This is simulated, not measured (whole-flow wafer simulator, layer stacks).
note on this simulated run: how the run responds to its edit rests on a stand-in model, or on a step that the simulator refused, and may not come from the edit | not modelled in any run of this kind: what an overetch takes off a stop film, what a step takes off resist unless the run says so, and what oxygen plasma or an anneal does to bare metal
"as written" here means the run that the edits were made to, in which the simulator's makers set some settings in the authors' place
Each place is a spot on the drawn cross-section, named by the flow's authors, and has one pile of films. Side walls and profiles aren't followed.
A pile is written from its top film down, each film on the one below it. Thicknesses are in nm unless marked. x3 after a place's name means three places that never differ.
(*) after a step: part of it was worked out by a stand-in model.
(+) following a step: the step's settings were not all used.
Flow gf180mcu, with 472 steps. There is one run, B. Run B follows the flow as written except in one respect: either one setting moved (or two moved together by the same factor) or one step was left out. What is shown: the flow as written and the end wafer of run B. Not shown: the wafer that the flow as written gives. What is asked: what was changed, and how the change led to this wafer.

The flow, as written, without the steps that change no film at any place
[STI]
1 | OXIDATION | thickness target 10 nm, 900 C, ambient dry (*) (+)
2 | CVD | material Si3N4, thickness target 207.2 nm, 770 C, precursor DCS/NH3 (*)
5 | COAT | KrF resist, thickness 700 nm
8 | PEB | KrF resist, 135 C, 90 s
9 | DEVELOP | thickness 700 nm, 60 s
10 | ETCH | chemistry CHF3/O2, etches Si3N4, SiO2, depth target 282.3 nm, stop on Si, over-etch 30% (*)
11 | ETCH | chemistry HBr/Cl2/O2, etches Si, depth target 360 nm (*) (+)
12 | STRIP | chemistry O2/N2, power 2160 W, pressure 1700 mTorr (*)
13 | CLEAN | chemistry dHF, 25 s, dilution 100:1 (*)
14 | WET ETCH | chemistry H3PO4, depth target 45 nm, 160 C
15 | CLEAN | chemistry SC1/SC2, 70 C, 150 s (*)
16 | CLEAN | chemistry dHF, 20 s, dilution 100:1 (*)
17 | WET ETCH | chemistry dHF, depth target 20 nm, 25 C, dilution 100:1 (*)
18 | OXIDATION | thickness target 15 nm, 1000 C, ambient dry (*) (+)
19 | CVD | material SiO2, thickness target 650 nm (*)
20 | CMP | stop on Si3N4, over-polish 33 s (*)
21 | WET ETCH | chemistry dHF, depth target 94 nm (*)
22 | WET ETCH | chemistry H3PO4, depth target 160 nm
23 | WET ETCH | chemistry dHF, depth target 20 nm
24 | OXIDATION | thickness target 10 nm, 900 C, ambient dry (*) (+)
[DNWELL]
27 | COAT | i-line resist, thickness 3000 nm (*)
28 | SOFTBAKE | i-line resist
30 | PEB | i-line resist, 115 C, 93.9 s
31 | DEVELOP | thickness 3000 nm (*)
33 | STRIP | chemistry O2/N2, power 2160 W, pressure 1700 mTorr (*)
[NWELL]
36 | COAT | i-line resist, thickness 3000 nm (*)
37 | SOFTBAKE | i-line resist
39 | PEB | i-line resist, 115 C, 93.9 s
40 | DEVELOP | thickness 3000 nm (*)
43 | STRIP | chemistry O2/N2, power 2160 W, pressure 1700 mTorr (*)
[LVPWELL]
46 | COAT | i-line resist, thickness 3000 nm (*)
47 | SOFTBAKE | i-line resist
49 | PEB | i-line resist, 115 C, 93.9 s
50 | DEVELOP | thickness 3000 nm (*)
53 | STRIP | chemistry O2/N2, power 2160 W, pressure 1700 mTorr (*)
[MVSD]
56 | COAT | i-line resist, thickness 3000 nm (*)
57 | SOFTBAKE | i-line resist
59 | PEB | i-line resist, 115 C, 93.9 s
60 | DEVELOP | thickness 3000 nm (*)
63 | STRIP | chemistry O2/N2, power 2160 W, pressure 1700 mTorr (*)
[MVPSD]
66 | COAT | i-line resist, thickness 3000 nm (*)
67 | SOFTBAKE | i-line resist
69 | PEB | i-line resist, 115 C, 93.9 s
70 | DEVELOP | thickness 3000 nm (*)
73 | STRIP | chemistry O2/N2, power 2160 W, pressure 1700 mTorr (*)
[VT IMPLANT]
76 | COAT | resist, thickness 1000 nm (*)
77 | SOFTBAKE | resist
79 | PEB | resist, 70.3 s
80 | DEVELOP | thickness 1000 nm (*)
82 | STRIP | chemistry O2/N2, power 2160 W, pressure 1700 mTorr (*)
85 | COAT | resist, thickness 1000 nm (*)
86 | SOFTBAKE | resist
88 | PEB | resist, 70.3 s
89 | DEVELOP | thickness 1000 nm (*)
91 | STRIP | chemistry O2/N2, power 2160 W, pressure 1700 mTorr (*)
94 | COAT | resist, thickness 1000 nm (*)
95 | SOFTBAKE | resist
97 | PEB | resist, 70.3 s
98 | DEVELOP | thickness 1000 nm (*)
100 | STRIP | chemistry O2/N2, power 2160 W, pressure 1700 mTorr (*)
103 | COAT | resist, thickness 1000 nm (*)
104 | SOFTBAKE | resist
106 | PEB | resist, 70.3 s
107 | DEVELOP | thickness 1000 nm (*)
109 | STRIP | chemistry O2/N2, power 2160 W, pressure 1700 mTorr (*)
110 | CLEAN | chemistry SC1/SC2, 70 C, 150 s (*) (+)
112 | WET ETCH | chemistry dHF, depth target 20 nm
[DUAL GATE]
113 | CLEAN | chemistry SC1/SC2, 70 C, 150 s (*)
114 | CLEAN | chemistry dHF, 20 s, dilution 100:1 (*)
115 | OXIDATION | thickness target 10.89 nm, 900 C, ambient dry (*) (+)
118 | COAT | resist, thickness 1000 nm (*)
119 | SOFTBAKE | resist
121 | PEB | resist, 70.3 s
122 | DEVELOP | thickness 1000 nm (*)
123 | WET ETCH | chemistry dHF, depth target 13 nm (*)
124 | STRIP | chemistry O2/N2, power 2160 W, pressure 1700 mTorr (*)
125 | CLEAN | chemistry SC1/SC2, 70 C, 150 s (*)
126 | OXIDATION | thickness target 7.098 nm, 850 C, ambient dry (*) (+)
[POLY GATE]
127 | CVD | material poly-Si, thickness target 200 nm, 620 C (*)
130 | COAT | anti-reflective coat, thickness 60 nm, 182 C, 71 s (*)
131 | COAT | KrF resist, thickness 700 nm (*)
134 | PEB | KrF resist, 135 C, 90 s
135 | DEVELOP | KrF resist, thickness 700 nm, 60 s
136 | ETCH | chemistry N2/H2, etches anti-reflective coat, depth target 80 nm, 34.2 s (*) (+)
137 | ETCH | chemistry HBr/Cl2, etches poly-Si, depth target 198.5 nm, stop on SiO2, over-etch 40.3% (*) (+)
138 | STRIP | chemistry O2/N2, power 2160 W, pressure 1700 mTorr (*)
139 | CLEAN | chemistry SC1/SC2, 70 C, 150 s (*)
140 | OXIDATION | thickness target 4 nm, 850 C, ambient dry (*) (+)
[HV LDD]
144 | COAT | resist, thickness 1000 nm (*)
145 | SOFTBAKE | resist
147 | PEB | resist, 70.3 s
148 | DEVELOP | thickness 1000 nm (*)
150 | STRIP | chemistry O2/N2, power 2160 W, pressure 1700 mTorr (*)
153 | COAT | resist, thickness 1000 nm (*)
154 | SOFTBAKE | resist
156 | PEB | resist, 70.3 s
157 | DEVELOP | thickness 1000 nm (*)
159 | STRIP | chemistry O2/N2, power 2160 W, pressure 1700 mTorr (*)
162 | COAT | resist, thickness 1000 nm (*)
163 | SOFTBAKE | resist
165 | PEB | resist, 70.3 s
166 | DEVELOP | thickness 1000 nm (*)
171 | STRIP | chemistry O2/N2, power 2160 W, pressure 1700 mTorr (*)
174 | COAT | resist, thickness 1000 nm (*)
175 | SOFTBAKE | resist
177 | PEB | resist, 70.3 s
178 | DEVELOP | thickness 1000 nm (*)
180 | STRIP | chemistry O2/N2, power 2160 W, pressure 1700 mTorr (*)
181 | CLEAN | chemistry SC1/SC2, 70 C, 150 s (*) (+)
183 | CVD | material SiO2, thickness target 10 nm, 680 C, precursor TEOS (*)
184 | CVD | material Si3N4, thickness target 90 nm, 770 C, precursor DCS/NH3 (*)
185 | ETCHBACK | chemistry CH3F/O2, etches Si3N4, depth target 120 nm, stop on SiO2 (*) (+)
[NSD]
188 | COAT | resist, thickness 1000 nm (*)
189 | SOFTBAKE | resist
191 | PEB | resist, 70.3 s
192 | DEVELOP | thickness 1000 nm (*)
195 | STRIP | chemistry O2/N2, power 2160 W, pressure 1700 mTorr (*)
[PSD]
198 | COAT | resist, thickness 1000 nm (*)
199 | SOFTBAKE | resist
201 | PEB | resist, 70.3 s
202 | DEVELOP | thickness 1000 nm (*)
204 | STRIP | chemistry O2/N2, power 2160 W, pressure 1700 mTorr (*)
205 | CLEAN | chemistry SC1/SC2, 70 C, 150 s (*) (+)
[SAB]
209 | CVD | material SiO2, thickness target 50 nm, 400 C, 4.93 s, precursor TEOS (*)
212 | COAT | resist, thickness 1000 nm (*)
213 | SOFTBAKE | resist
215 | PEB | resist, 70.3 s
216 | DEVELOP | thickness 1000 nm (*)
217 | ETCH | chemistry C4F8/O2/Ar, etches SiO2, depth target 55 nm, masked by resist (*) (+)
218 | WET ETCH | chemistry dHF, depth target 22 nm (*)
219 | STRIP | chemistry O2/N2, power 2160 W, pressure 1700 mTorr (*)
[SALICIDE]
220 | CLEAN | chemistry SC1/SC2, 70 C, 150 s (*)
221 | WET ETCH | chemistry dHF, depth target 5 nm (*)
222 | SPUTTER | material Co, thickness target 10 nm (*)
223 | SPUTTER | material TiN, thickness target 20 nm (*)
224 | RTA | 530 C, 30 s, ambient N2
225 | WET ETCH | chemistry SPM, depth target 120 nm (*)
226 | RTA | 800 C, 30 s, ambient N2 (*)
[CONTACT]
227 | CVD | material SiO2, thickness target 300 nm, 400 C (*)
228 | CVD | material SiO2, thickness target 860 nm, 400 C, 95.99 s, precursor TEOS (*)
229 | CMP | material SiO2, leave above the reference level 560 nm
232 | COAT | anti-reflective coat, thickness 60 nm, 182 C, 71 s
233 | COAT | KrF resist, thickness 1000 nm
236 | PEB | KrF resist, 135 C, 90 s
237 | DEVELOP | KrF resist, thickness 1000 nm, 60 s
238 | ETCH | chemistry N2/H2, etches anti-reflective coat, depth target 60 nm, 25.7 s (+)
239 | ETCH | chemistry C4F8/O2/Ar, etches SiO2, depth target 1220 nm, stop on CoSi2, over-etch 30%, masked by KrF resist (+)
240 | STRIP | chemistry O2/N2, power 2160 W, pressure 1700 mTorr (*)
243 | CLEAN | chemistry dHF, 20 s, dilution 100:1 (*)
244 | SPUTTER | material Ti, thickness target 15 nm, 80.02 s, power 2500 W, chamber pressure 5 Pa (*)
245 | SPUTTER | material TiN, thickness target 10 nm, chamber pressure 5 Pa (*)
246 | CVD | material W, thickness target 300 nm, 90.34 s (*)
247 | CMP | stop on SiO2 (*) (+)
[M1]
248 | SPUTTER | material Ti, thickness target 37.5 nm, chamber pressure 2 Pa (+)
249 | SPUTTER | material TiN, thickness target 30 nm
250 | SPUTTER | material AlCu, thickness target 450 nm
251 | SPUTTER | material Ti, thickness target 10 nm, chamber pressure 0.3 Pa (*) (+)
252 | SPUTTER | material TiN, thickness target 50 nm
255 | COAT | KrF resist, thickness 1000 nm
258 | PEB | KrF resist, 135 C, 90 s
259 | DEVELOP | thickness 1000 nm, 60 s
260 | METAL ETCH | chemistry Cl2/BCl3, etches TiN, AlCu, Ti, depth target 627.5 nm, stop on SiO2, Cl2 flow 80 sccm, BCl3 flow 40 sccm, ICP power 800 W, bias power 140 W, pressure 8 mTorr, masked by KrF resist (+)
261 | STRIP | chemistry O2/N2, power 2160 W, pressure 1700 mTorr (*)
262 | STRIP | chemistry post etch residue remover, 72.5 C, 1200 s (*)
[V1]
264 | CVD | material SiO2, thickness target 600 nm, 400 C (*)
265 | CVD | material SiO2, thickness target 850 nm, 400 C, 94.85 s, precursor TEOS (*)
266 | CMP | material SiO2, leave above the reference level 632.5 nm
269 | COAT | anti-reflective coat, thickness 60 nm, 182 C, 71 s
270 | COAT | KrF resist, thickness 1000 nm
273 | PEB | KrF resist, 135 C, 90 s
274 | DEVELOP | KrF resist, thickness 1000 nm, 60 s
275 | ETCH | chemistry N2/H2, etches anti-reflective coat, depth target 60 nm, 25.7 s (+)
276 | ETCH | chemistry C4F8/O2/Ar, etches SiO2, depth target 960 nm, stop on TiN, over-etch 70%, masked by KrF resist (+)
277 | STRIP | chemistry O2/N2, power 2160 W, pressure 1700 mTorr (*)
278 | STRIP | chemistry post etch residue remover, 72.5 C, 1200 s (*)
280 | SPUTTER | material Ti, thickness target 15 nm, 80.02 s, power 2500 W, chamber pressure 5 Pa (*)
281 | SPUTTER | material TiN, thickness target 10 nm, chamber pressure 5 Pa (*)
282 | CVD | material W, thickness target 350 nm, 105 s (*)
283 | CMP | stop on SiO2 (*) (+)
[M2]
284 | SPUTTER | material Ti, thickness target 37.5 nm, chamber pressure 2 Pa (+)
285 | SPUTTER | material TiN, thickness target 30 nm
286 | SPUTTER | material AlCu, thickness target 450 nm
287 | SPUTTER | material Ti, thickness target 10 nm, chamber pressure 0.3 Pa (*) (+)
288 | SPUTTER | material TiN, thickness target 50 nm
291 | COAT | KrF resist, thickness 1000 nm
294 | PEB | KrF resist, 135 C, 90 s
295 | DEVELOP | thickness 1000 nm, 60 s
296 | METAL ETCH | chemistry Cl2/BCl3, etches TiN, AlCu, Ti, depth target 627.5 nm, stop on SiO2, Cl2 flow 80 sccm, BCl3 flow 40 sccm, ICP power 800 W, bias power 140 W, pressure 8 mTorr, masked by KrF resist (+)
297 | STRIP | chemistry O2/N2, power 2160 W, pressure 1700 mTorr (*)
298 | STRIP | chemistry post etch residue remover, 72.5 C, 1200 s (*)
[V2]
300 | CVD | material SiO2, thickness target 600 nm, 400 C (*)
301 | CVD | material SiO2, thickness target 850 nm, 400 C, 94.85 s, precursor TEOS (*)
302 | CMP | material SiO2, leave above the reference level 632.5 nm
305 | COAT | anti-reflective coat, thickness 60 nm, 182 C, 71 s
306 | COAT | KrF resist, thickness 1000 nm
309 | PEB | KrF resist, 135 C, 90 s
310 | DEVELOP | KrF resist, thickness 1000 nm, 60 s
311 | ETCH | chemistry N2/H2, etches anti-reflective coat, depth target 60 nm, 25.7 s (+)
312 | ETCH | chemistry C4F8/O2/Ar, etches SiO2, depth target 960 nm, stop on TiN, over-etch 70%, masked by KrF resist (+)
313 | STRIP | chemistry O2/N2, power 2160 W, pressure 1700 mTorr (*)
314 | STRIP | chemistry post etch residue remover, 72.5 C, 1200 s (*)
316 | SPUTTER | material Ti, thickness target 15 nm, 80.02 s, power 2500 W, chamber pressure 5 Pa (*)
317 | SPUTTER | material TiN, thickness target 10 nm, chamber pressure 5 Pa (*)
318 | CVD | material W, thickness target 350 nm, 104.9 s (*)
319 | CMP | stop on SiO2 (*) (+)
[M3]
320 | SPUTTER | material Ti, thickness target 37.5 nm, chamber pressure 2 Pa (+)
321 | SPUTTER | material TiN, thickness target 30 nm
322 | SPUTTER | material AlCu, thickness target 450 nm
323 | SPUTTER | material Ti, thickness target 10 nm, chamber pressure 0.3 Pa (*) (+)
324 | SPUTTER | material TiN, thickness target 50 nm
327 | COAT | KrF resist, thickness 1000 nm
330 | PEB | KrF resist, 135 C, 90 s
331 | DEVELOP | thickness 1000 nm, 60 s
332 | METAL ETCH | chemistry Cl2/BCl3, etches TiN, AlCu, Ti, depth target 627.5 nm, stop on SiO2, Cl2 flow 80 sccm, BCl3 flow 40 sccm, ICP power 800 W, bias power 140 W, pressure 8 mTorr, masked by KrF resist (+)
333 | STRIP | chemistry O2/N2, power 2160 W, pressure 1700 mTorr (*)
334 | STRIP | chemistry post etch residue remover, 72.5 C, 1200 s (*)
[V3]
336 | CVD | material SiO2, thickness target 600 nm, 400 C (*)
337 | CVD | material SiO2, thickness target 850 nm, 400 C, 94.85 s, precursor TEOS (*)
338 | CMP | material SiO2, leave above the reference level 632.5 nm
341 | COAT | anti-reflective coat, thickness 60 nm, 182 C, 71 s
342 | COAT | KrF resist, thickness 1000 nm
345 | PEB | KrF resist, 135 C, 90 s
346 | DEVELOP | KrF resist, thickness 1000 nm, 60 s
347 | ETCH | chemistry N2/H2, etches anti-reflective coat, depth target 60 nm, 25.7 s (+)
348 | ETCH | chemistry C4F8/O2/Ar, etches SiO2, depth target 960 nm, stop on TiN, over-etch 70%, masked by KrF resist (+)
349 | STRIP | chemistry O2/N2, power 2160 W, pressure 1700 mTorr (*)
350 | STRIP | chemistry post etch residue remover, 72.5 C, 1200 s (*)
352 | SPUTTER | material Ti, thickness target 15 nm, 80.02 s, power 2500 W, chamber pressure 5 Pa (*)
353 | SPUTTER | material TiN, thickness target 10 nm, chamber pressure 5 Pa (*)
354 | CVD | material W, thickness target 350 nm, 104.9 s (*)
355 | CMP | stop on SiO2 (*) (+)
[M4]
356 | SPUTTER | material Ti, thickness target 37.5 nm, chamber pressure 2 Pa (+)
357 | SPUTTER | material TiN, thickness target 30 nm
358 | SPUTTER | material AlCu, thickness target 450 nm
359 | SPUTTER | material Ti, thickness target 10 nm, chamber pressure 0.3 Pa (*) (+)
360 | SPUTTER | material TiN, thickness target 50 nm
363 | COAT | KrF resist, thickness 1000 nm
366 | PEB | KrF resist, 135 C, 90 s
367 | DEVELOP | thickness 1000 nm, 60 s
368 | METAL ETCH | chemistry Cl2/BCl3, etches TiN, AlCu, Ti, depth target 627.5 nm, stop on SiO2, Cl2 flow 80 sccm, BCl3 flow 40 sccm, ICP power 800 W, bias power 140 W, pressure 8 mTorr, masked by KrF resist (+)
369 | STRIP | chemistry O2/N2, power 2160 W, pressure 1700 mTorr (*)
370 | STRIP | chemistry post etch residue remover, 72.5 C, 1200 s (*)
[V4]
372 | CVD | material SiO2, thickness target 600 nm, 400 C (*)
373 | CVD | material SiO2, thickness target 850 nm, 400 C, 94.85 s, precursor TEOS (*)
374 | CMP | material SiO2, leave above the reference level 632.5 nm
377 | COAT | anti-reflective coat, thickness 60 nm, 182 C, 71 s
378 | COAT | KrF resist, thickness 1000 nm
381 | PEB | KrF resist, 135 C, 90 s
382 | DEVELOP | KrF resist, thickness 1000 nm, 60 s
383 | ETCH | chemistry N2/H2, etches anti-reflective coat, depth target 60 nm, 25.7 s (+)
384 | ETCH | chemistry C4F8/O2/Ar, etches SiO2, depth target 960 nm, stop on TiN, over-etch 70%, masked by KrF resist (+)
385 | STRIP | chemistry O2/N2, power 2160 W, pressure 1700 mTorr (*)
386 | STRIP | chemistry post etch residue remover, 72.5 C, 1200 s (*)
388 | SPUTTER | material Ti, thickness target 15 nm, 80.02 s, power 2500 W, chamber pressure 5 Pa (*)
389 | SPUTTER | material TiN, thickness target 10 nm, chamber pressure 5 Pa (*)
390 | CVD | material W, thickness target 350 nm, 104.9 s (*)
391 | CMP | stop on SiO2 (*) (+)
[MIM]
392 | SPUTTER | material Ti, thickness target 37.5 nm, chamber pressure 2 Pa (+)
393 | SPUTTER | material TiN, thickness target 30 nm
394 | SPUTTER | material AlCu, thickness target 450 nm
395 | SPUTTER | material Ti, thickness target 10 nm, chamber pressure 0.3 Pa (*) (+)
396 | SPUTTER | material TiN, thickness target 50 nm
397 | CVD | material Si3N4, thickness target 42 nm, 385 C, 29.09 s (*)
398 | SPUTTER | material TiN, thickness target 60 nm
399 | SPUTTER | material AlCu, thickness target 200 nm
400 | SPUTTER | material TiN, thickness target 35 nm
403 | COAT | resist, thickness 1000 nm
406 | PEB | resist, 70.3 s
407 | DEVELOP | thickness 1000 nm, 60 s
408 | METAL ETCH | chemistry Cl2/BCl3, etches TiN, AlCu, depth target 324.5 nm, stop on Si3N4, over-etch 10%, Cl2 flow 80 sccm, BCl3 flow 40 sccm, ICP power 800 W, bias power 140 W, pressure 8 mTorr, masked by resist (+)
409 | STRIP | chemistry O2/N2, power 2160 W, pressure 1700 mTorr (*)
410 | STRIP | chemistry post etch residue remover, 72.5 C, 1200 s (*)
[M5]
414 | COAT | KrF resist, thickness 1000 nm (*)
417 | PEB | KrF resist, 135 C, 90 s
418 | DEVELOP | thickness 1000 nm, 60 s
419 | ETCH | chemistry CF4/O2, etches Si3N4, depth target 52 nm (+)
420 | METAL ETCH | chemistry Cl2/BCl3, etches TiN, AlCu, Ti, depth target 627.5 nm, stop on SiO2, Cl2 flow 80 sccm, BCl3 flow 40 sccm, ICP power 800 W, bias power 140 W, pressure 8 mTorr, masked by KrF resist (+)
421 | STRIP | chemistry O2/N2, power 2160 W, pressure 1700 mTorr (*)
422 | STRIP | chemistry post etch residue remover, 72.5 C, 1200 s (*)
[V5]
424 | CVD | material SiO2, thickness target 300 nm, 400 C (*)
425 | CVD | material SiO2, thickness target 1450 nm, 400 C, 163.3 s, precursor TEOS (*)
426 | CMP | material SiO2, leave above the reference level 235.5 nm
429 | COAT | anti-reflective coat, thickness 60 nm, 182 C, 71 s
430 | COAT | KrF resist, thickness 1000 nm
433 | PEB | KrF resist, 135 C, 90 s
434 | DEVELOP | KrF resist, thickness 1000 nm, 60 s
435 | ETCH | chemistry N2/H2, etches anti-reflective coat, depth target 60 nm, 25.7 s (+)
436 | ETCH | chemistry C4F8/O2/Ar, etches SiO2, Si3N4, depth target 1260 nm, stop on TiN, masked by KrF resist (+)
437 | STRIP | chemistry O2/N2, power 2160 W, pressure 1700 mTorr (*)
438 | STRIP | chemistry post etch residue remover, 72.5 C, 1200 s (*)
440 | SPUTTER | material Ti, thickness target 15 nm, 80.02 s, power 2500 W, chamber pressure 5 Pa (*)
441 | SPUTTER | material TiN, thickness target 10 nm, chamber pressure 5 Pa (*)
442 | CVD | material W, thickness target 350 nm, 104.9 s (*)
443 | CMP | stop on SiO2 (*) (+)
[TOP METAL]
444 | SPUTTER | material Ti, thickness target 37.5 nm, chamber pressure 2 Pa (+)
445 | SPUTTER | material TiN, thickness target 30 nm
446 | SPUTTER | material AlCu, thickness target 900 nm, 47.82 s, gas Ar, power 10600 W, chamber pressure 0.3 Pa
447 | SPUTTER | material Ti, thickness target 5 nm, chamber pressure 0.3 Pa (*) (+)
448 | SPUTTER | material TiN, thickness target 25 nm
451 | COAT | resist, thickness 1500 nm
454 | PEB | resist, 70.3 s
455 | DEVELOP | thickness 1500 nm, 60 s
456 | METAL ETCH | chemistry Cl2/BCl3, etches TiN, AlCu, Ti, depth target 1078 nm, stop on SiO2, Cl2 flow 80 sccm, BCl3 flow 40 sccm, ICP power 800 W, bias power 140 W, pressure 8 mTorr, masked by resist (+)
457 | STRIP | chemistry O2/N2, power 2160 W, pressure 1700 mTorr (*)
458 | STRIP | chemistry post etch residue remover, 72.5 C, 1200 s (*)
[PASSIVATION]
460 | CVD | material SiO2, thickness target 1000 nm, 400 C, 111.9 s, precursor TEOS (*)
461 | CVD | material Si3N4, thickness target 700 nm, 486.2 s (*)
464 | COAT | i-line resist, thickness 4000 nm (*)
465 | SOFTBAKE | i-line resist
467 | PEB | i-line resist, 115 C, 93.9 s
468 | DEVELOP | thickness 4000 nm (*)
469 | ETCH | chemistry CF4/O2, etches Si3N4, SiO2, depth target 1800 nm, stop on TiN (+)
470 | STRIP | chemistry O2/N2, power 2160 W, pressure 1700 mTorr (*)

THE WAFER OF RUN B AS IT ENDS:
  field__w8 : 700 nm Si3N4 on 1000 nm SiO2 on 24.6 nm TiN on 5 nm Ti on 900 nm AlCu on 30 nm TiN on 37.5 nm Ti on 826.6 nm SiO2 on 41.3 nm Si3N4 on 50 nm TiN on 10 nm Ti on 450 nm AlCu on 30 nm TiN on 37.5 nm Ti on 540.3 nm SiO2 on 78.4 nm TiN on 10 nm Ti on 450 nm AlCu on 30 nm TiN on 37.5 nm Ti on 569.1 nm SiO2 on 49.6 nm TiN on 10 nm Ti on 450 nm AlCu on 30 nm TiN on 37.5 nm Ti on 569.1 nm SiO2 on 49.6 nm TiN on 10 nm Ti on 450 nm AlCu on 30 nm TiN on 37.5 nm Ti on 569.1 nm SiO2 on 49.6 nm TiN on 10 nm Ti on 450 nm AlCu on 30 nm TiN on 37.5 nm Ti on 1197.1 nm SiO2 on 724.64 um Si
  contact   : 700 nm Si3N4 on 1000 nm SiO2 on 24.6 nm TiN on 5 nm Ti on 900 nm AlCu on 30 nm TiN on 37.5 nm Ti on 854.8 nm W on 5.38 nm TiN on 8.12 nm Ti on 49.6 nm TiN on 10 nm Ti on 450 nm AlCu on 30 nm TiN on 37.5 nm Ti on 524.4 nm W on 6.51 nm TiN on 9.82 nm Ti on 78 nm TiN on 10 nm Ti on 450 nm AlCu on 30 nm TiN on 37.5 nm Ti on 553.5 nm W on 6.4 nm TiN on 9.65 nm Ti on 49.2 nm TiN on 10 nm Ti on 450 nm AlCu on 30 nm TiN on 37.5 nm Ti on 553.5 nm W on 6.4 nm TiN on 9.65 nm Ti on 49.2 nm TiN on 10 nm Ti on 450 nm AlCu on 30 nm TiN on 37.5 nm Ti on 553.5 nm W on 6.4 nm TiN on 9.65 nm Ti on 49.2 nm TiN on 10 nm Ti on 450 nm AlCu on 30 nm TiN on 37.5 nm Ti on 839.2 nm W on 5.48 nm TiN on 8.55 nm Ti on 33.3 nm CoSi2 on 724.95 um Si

Cause: step 360, SPUTTER: thickness target 78.8 nm was run, whereas the flow has thickness target 50 nm.

How this came from the change, step by step:
  360 | SPUTTER | material TiN, thickness target 50 nm
      field, field__w1, field__w2 and 108 more: TiN gains 78.8 (new film) (in the flow as written it would be: TiN gains 50 (new film))
  368 | METAL ETCH | chemistry Cl2/BCl3, etches TiN, AlCu, Ti, depth target 627.5 nm, stop on SiO2, Cl2 flow 80 sccm, BCl3 flow 40 sccm, ICP power 800 W, bias power 140 W, pressure 8 mTorr, masked by KrF resist (+)
      field, field__w1, field__w2 and 103 more: TiN loses 78.8 (all of it), Ti loses 10 (all of it), AlCu loses 450 (all of it), TiN loses 30 (all of it), Ti loses 37.5 (all of it) (in the flow as written it would be: TiN loses 50 (all of it), Ti loses 10 (all of it), AlCu loses 450 (all of it), TiN loses 30 (all of it), Ti loses 37.5 (all of it))
  374 | CMP | material SiO2, leave above the reference level 632.5 nm
      field__w8, contact, m1, m1__w1, m1_nw: SiO2 loses 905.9 (in the flow as written it would be: SiO2 loses 877.1)
  384 | ETCH | chemistry C4F8/O2/Ar, etches SiO2, depth target 960 nm, stop on TiN, over-etch 70%, masked by KrF resist (+)
      field, field__w1, field__w2 and 107 more: KrF resist loses 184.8 (in the flow as written it would be: KrF resist loses 192)
      contact: SiO2 loses 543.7 (all of it) (in the flow as written it would be: SiO2 loses 572.5 (all of it))
  390 | CVD | material W, thickness target 350 nm, 104.9 s (*)
      contact: W gains 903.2 (new film) (in the flow as written it would be: W gains 932.3 (new film))
